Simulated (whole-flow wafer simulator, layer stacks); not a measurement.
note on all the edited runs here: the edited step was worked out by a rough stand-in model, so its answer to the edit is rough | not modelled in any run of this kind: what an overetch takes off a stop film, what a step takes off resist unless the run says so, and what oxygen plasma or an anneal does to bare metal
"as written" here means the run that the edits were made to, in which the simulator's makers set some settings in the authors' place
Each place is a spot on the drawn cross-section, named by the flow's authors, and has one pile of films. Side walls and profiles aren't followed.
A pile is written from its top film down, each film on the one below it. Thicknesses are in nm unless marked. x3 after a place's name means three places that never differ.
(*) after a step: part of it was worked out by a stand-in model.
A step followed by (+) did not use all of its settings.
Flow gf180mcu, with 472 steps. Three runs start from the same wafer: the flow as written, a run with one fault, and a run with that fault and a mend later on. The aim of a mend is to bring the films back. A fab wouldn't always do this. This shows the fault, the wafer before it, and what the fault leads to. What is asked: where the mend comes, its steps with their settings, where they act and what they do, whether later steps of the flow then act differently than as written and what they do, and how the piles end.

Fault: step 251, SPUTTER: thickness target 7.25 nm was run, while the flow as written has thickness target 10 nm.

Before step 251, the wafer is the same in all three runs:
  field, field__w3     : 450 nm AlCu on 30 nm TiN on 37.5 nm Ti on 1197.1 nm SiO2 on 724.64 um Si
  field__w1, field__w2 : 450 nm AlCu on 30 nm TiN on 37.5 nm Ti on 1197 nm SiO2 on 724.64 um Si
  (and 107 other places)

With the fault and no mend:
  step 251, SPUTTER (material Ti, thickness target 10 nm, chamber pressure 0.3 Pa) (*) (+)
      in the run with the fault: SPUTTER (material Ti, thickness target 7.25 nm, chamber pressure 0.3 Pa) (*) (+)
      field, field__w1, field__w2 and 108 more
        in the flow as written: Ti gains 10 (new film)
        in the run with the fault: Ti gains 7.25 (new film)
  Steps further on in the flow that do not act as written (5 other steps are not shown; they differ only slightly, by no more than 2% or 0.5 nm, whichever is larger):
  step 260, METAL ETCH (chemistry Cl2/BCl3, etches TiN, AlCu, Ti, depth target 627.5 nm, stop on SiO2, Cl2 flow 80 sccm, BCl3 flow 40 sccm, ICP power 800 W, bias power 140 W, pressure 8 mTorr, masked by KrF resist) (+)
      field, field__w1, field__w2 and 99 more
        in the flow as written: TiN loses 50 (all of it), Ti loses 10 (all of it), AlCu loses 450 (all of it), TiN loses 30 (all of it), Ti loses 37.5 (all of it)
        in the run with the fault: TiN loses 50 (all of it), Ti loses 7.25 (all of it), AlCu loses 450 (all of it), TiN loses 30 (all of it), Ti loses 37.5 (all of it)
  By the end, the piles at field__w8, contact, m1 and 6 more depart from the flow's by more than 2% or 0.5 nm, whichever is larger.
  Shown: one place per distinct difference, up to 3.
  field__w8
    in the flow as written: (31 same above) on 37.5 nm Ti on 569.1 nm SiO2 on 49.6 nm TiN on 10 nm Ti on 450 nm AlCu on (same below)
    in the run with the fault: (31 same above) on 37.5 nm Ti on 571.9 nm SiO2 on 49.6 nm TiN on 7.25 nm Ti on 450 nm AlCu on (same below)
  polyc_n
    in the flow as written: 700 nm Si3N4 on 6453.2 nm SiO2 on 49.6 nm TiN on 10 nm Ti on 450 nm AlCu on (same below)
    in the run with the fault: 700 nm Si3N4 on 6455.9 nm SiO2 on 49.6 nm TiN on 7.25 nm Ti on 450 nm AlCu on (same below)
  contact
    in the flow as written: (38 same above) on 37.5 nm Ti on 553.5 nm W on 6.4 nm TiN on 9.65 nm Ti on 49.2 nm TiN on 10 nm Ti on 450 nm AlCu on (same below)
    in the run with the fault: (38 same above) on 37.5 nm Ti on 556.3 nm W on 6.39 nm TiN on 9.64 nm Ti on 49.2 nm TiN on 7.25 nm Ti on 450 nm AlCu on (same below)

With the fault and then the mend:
  After step 251 comes the mend.
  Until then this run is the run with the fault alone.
  step 251a, SPUTTER (material Ti, thickness target 2.75 nm, chamber pressure 0.3 Pa) (*) (+) (a further turn of the flow's step 251, with different settings)
      field, field__w1, field__w2 and 108 more
        Ti gains 2.75
  None of the later steps of the flow acts differently than as written at any place that is followed.
  The piles end the same as the flow's at every place that both follow.
